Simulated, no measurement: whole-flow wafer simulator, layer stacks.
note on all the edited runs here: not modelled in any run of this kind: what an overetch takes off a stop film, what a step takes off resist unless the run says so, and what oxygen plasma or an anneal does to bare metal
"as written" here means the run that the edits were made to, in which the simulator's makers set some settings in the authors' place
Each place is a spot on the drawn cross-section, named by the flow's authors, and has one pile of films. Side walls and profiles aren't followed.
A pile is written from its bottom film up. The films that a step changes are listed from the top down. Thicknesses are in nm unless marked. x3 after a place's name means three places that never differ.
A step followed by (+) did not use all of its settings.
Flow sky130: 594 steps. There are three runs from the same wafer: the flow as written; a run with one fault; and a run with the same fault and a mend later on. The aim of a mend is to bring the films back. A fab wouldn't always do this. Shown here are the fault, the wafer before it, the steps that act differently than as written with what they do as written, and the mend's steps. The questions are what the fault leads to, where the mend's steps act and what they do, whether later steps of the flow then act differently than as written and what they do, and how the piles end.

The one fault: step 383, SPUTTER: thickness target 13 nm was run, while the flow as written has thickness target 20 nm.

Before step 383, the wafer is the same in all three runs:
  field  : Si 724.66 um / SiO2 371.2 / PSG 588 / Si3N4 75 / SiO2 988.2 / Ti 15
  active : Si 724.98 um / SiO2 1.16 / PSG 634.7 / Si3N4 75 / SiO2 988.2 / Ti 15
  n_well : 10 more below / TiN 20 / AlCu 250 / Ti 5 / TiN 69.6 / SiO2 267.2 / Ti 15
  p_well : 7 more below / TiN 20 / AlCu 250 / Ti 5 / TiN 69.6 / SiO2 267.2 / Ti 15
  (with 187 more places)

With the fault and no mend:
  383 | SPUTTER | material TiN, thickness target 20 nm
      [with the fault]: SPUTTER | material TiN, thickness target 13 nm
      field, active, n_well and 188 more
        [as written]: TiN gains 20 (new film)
        [with the fault]: TiN gains 13 (new film)
  Steps further on in the flow that do not act as written (not shown: 10 more steps that differ only slightly, by at most 2% or 0.5 nm, whichever is larger):
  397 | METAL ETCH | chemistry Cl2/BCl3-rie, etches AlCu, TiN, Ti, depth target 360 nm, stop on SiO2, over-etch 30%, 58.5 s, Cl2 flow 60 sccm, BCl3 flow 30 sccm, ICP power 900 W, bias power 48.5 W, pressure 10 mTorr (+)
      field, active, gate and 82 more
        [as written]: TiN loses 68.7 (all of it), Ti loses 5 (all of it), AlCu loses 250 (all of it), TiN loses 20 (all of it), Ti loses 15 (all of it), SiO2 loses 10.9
        [with the fault]: TiN loses 68.7 (all of it), Ti loses 5 (all of it), AlCu loses 250 (all of it), TiN loses 13 (all of it), Ti loses 15 (all of it), SiO2 loses 11.6
  The piles end different from the flow's at n_well, p_well, gate_hv and 103 more by more than 2% or 0.5 nm, whichever is larger.
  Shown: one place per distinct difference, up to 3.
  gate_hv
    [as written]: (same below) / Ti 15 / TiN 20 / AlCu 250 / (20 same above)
    [with the fault]: (same below) / Ti 15 / TiN 13 / AlCu 250 / (20 same above)
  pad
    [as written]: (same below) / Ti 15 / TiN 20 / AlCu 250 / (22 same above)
    [with the fault]: (same below) / Ti 15 / TiN 13 / AlCu 250 / (22 same above)
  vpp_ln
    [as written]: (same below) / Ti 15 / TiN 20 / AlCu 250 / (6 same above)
    [with the fault]: (same below) / Ti 15 / TiN 13 / AlCu 250 / (6 same above)

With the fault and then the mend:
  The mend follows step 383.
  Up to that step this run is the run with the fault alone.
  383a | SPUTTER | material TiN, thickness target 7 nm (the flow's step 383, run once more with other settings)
      field, active, n_well and 188 more
        TiN gains 7
  None of the later steps of the flow acts differently than as written at any place that is followed.
  At every place that both follow, the piles at the end match the flow's.
